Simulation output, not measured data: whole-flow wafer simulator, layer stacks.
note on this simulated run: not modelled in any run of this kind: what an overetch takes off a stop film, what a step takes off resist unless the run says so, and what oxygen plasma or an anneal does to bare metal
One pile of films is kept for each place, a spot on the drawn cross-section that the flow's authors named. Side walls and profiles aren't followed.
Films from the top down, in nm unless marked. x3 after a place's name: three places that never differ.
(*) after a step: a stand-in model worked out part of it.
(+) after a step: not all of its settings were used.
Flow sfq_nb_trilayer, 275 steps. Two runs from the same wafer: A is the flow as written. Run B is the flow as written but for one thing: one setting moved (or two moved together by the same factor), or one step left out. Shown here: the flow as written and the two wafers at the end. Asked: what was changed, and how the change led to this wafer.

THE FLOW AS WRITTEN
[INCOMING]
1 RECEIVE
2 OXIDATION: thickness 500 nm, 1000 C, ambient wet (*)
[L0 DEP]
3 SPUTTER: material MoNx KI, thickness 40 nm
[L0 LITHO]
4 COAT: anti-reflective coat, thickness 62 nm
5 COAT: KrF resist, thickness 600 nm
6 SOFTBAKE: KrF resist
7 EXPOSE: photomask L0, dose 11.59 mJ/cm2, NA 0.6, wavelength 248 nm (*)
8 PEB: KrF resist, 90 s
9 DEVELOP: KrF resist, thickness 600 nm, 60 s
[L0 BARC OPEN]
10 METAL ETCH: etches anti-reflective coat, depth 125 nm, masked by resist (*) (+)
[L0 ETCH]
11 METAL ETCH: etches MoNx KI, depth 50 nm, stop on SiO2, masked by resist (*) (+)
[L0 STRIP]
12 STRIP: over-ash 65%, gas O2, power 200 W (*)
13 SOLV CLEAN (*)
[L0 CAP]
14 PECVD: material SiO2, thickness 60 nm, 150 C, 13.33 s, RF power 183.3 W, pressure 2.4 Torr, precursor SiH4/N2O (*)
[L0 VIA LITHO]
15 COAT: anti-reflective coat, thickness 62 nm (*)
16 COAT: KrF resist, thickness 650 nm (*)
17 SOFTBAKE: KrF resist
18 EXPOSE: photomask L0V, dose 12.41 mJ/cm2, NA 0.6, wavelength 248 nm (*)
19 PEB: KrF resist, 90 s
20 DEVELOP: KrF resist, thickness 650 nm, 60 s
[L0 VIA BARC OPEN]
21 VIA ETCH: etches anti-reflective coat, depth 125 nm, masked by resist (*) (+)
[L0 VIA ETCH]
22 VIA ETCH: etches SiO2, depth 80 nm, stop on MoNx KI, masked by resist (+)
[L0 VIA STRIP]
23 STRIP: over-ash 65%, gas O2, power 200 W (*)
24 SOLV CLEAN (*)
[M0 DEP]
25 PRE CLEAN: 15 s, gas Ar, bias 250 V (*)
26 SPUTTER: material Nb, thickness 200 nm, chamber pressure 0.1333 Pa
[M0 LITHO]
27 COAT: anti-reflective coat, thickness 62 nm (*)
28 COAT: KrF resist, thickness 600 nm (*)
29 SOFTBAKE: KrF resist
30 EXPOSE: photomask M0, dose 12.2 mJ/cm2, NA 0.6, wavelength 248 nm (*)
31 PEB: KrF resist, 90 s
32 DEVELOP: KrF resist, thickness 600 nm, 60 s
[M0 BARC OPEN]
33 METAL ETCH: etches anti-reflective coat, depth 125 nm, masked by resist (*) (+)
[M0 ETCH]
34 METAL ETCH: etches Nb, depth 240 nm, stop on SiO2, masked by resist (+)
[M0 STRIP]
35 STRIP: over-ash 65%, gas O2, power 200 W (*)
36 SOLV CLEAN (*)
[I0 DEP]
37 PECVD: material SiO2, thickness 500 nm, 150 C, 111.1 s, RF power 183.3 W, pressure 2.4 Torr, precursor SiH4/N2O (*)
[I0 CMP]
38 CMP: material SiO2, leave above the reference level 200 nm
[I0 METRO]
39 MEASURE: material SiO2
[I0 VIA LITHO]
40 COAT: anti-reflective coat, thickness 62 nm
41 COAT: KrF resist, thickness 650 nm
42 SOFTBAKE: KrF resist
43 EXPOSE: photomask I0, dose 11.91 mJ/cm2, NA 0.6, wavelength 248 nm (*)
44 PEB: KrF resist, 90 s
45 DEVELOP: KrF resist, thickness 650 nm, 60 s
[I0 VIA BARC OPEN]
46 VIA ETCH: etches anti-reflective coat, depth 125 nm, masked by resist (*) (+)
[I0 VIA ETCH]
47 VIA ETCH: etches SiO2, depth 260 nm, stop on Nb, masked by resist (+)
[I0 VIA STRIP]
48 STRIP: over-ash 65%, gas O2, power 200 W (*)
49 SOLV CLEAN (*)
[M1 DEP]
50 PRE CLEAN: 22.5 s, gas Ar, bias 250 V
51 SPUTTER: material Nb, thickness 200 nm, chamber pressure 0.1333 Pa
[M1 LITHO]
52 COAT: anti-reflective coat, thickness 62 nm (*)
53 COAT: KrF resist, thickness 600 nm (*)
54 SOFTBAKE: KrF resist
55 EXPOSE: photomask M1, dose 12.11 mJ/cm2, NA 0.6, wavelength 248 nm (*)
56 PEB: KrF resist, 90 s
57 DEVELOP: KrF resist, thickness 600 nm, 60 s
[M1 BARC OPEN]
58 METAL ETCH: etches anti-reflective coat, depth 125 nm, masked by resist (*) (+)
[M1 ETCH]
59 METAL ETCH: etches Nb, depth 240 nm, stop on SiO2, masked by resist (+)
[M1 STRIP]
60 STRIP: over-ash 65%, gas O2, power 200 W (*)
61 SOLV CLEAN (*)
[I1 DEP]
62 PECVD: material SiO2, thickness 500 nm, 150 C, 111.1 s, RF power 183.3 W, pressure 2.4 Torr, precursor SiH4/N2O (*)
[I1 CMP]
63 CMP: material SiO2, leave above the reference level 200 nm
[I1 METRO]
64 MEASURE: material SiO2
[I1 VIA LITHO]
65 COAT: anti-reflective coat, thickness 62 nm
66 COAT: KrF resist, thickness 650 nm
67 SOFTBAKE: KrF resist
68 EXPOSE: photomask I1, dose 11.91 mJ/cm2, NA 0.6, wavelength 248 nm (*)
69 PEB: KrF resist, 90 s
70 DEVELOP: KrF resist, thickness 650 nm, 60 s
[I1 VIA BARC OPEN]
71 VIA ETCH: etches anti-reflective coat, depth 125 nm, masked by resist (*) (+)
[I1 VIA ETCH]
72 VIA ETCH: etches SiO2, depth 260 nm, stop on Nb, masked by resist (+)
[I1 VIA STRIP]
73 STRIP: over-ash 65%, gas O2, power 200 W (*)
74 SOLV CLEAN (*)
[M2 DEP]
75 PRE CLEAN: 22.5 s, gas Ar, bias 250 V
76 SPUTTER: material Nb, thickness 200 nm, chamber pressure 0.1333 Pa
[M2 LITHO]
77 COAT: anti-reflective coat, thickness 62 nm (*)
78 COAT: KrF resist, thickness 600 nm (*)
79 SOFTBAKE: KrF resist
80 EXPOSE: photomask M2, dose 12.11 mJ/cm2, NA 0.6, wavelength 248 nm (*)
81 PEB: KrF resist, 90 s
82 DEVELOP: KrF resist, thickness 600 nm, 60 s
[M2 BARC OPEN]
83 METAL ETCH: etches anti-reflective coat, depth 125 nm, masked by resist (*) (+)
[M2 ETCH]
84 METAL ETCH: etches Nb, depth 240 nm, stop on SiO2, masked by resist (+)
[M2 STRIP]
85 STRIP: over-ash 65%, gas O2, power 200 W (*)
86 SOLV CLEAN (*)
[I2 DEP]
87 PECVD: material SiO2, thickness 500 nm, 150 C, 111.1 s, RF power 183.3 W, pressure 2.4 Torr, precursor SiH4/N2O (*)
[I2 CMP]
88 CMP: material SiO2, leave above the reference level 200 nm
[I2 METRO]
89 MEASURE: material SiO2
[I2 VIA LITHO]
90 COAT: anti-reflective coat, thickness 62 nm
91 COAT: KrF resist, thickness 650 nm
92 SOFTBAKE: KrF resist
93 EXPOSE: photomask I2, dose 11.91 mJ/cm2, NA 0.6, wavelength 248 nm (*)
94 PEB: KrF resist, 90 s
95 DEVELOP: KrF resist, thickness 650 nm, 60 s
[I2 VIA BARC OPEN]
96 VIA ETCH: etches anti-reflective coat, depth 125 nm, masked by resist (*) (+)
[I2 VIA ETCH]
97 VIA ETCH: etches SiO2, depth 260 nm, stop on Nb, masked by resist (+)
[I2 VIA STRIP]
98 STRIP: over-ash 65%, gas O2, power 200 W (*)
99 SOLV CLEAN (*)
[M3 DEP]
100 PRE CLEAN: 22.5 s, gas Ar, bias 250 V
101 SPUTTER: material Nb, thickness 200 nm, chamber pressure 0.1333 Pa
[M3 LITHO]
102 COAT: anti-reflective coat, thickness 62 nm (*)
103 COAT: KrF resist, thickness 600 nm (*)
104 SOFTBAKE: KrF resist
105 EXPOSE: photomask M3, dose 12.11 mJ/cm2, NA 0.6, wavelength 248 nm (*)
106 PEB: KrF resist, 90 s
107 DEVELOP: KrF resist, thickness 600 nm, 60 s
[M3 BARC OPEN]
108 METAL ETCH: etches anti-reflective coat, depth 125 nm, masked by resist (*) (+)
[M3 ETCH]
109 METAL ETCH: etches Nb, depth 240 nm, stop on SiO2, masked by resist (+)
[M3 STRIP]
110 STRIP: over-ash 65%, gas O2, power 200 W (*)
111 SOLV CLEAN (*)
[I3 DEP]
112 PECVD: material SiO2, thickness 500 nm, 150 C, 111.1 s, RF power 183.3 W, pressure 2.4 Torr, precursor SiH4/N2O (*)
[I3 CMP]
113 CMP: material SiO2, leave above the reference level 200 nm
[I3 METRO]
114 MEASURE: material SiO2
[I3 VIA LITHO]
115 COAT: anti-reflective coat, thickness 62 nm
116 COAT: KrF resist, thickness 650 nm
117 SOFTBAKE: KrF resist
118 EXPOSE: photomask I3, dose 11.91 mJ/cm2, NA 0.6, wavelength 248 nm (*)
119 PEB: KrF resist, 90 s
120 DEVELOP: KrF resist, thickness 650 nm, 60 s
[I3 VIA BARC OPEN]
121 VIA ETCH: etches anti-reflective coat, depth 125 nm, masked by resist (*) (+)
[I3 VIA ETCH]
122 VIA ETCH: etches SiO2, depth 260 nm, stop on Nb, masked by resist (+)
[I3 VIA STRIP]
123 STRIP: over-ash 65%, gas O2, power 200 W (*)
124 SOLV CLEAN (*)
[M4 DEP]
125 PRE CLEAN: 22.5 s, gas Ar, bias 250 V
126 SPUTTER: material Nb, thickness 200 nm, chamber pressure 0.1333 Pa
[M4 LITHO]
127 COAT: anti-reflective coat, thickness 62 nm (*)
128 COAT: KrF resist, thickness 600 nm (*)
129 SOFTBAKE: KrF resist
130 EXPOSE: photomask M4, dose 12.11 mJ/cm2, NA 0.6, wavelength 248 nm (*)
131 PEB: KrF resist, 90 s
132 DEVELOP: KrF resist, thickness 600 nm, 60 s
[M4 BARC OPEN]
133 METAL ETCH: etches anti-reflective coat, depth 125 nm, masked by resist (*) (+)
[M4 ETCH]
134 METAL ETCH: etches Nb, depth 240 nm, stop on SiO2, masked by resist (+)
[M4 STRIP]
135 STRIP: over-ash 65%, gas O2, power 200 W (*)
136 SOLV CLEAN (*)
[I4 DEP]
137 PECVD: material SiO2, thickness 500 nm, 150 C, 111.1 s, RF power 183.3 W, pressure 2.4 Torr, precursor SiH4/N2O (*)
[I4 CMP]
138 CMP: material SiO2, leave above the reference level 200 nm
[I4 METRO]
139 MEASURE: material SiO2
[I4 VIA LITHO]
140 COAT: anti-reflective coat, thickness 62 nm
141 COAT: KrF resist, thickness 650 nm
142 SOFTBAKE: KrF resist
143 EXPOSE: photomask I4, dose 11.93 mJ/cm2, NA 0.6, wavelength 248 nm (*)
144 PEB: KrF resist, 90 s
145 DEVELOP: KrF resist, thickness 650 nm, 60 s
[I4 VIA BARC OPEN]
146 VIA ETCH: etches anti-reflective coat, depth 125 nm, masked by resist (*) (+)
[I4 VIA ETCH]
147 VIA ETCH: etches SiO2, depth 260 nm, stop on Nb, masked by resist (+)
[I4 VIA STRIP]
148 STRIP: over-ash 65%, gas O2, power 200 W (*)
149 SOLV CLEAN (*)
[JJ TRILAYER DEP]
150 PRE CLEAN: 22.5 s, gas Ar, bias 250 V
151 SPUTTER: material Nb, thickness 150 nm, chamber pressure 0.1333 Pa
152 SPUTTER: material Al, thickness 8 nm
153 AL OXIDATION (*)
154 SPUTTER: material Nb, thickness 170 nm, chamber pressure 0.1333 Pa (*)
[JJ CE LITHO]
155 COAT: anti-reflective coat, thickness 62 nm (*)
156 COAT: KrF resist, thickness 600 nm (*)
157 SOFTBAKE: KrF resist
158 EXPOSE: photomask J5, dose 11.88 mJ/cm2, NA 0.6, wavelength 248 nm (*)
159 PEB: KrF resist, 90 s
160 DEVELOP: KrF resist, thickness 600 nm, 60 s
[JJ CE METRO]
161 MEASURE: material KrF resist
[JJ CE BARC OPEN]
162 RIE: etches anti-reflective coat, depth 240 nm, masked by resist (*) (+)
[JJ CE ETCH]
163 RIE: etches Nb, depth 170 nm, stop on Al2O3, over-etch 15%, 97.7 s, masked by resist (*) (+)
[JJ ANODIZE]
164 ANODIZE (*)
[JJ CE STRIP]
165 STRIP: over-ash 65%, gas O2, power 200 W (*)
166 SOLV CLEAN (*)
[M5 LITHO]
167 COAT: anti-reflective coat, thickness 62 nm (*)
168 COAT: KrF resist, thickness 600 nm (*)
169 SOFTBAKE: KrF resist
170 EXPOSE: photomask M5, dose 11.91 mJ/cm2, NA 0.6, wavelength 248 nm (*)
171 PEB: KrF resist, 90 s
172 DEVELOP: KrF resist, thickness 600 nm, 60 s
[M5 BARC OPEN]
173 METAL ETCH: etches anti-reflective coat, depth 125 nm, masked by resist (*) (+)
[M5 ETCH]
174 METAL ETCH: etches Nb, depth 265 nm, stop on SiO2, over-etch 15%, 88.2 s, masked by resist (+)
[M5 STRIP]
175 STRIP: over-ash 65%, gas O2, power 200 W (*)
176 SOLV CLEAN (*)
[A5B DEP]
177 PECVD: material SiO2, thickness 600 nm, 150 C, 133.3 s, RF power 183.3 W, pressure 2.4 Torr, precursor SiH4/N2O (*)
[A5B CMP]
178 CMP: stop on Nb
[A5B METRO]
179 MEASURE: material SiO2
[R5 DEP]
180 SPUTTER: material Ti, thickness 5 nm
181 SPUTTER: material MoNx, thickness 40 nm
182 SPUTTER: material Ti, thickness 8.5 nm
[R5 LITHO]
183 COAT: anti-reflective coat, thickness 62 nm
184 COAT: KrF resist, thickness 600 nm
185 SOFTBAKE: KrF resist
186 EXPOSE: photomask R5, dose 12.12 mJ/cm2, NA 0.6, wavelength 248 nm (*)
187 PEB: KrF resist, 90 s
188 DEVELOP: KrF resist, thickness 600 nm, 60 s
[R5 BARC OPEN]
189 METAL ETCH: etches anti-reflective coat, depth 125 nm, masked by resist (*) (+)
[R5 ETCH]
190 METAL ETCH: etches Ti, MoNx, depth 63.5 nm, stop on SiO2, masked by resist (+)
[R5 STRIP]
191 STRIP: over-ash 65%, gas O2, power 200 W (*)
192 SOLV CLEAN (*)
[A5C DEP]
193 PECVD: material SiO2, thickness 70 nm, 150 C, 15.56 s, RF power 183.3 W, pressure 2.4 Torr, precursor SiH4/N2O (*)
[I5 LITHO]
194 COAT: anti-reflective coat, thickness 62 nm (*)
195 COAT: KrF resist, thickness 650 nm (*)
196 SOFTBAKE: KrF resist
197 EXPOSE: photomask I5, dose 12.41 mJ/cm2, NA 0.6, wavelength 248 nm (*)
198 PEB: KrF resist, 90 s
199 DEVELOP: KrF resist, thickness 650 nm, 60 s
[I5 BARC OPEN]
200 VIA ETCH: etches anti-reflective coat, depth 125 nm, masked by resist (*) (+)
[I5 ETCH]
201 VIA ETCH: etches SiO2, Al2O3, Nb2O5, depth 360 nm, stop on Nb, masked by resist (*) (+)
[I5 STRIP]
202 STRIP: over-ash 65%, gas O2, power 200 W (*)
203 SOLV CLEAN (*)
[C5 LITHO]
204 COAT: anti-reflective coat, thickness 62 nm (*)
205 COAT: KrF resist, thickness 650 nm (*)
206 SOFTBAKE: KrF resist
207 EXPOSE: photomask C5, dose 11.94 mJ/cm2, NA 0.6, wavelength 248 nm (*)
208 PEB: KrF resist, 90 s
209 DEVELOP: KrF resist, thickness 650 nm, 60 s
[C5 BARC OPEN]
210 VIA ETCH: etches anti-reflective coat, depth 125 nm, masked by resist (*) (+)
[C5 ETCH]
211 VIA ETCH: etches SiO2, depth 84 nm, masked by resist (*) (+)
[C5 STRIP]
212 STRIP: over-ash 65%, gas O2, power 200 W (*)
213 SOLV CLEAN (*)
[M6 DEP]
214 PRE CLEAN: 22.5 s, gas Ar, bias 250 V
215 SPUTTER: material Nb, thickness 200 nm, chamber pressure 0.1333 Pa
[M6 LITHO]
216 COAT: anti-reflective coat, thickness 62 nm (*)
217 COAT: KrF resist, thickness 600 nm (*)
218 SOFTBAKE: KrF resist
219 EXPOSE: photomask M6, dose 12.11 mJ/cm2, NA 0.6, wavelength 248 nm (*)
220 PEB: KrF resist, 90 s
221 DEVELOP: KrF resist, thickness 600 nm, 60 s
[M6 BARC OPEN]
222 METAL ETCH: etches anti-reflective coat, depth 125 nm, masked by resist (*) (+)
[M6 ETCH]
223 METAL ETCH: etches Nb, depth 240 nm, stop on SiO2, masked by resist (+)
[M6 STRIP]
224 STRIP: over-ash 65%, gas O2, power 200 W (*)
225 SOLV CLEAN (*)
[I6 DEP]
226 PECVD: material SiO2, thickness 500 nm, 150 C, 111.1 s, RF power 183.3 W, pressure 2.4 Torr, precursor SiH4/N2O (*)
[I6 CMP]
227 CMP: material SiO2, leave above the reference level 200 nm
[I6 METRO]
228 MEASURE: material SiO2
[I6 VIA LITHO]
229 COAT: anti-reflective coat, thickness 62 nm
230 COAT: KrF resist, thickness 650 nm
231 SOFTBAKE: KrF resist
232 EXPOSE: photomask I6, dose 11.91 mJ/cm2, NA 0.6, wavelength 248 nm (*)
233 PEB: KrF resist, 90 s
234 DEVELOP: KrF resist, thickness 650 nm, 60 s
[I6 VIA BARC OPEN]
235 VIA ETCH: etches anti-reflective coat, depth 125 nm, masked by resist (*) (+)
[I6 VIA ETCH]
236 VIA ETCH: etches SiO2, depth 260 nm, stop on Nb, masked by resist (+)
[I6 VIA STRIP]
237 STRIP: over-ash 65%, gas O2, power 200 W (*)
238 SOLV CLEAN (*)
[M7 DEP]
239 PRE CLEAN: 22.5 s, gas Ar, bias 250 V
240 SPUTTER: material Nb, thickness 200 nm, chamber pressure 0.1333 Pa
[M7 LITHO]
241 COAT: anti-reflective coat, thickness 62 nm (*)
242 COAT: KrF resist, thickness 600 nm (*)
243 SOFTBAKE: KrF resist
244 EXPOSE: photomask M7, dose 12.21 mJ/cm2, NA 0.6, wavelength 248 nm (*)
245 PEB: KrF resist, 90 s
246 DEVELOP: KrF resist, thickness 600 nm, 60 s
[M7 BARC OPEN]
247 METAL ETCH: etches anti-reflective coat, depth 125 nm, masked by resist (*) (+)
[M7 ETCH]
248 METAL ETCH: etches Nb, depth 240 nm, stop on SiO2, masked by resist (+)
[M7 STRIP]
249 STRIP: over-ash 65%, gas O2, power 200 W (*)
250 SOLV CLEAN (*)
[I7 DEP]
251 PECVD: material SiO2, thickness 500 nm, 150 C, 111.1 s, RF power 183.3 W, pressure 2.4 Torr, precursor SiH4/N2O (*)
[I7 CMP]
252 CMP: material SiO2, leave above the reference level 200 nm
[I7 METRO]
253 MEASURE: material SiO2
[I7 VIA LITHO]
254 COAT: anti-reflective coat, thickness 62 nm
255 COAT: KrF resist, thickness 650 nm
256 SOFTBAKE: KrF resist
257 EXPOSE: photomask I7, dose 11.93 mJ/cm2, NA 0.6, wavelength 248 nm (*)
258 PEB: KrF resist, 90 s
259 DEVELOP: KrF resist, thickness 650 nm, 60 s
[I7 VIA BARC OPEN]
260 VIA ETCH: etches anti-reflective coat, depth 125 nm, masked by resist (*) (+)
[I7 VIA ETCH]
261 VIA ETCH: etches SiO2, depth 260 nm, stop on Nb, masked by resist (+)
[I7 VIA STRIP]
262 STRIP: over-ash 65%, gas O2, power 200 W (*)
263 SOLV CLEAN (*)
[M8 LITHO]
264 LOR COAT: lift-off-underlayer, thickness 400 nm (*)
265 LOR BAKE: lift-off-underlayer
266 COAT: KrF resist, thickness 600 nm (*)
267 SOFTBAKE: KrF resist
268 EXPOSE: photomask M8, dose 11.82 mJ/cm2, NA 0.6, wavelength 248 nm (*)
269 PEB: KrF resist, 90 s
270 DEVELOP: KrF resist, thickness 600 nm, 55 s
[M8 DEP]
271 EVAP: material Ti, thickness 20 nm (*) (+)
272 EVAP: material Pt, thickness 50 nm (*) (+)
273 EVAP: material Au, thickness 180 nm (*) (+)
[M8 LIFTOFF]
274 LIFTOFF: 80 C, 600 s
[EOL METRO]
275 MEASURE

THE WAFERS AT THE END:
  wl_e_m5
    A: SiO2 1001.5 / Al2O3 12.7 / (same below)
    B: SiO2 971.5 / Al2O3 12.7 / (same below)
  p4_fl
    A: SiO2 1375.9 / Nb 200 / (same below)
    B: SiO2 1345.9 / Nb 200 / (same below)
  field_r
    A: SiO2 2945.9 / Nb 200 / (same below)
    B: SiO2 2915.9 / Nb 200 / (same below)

The cause: step 240, SPUTTER: thickness 170 nm was run, where the flow has thickness 200 nm.

How the change led to this, step by step:
  240 SPUTTER: material Nb, thickness 200 nm, chamber pressure 0.1333 Pa
      field_l, v_sur, via_wl and 102 more: A Nb +200 (new film) | B Nb +170 (new film)
      via_v: A Nb +161.1 | B Nb +136.9
  248 METAL ETCH: etches Nb, depth 240 nm, stop on SiO2, masked by resist (+)
      field_l, field_r, lsp_l and 62 more: A Nb -200 (all of it) | B Nb -170 (all of it)
  251 PECVD: material SiO2, thickness 500 nm, 150 C, 111.1 s, RF power 183.3 W, pressure 2.4 Torr, precursor SiH4/N2O (*)
      m7r_space_l x2: A SiO2 +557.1 | B SiO2 +527.1
  252 CMP: material SiO2, leave above the reference level 200 nm
      field_l, p4_fl, p4_fm and 56 more: A SiO2 -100 | B SiO2 -130
      field_r, lsp_l: A SiO2 -77.7 | B SiO2 -111
      (and at 2 more places)
